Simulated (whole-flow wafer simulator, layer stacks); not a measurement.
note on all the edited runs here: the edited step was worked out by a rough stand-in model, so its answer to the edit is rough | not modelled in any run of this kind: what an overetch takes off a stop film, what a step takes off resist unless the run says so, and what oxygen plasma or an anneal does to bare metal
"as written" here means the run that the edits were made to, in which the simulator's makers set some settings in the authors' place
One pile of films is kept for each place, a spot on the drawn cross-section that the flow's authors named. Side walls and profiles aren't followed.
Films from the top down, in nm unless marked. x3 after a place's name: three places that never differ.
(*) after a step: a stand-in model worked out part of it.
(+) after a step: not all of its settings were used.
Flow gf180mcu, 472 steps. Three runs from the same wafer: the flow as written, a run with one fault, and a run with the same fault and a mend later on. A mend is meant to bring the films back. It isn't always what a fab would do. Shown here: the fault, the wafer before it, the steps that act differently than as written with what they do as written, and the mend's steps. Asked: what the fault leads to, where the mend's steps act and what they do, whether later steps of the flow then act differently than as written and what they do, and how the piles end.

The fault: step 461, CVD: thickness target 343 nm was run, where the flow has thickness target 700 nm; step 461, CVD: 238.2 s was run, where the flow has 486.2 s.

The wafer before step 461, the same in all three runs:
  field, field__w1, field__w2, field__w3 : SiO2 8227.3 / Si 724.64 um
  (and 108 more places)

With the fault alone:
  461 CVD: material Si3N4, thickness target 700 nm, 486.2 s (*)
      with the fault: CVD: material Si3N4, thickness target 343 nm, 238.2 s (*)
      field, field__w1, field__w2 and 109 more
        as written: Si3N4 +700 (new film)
        with the fault: Si3N4 +343.1 (new film)
  Later steps of the flow that act differently than as written (4 more steps differ only slightly, by at most 2% or 0.5 nm, whichever is larger, and aren't shown):
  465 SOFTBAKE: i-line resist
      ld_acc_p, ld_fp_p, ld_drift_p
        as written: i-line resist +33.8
        with the fault: i-line resist +31.9
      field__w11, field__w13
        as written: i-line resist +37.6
        with the fault: i-line resist +35.7
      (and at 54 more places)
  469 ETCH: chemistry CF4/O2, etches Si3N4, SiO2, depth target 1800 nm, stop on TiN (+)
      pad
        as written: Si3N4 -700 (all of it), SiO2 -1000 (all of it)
        with the fault: Si3N4 -343.1 (all of it), SiO2 -1000 (all of it)
  At the end the piles differ from the flow's by more than 2% or 0.5 nm, whichever is larger, at field, field__w1, field__w2 and 108 more.
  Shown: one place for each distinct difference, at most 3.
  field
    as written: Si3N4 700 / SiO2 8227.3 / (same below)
    with the fault: Si3N4 343.1 / SiO2 8227.3 / (same below)
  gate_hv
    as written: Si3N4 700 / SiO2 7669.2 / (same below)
    with the fault: Si3N4 343.1 / SiO2 7669.2 / (same below)
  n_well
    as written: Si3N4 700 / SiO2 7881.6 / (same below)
    with the fault: Si3N4 343.1 / SiO2 7881.6 / (same below)

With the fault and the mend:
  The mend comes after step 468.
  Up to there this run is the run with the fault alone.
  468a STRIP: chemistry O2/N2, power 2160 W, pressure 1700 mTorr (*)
      iso_ptap_pw, iso_ntap_nw, iso_nw_fld and 33 more
        i-line resist -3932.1 (all of it)
      p_well, sti, spacer, sd_n, mim_1p0, dice_street
        i-line resist -3938 (all of it)
      field__w2, field__w3, field__w12
        i-line resist -3983.8 (all of it)
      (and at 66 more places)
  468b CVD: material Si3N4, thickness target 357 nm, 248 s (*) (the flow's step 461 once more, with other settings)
      field, field__w1, field__w2 and 109 more
        Si3N4 +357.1
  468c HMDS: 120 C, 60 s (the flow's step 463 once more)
      changes no film at any place that is followed
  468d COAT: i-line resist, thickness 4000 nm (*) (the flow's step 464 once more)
      iso_ptap_pw, iso_ntap_nw, iso_nw_fld and 33 more
        i-line resist +4000 (new film)
      field__w9, field__w13, sd_p_hv, gate_p_hv, nplus_u, npoly_u
        i-line resist +4017 (new film)
      p_well, sti, spacer, sd_n, mim_1p0, dice_street
        i-line resist +4006.3 (new film)
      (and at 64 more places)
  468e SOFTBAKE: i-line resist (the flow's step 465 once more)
      ld_acc_p, ld_fp_p, ld_drift_p
        i-line resist +33.8
      field__w2, field_sub__w4
        i-line resist +33.4
      field__w11, field__w13
        i-line resist +37.6
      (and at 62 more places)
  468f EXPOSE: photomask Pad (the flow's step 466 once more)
      changes no film at any place that is followed
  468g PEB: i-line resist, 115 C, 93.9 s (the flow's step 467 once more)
      iso_ptap_pw, iso_ntap_nw, iso_nw_fld and 33 more
        i-line resist -67.9
      field, field__w2, field__w3 and 25 more
        i-line resist -68.8
      field_sub, field_sub__w1, field_sub__w2 and 23 more
        i-line resist -68.7
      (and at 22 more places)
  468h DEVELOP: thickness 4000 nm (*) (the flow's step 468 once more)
      field__w5, field__w7, field__w13 and 13 more
        i-line resist -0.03
      pad
        i-line resist -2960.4 (all of it)
  No later step of the flow acts differently than as written, at any place that is followed, by more than 2% or 0.5 nm, whichever is larger.
  At the end the piles differ from the flow's only slightly at the places that both follow, by at most 2% or 0.5 nm, whichever is larger.
